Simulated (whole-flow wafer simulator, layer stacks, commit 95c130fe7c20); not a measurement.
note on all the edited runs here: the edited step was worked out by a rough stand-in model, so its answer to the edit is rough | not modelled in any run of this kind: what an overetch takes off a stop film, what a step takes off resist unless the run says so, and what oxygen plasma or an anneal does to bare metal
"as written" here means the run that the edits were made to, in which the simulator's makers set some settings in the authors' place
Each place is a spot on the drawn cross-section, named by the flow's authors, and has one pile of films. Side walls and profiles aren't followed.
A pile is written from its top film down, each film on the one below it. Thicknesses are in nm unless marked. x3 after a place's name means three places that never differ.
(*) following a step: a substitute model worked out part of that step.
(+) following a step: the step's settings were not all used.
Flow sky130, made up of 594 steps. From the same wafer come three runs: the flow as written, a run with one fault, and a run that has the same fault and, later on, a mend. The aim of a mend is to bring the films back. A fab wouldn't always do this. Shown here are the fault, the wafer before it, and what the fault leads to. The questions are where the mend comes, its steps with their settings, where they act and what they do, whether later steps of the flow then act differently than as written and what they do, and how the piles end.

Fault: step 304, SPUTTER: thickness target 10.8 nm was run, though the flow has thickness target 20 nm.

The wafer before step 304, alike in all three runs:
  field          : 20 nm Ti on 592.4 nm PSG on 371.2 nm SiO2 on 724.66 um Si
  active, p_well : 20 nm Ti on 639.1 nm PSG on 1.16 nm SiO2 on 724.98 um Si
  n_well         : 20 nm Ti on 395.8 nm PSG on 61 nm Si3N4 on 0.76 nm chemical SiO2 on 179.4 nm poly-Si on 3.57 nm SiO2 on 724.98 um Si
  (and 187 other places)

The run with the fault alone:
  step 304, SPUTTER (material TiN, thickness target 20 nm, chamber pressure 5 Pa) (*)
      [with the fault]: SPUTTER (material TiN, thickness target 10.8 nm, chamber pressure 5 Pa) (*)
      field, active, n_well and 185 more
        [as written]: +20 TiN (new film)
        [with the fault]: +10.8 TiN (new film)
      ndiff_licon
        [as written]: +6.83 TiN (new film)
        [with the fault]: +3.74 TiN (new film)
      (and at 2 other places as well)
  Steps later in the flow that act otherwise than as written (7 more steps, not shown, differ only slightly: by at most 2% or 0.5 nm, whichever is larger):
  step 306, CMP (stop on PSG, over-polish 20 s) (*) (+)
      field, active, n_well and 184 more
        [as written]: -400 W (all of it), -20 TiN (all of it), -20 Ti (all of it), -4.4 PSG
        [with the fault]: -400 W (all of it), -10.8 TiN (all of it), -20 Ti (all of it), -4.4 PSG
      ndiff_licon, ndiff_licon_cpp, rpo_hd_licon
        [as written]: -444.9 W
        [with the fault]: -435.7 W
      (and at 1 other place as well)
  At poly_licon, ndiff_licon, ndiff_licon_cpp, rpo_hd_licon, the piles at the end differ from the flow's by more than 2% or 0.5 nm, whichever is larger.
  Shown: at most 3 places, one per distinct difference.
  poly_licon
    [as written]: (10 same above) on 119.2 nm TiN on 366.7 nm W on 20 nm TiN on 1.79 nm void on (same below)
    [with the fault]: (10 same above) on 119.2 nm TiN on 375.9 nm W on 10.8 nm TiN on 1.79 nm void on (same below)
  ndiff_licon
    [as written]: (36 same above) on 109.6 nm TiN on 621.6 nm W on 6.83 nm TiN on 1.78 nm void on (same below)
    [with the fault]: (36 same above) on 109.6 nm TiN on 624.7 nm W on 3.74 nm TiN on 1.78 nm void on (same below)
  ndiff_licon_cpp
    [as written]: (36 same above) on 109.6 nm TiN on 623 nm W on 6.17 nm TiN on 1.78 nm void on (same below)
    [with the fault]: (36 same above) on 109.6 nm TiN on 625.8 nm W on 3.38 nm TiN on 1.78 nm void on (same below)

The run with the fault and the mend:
  The mend stands after step 304.
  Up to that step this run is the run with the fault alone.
  step 304a, SPUTTER (material TiN, thickness target 9.2 nm, chamber pressure 5 Pa) (*) (the flow's step 304 again, with other settings)
      field, active, n_well and 185 more
        +9.2 TiN
      ndiff_licon
        +3.09 TiN
      ndiff_licon_cpp
        +2.79 TiN
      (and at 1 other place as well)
  None of the later steps of the flow differs from how it acts as written, at any place that is followed, by more than 2% or 0.5 nm, whichever is larger.
  The piles end only slightly different from the flow's at the places that both follow, by no more than 2% or 0.5 nm, whichever is larger.
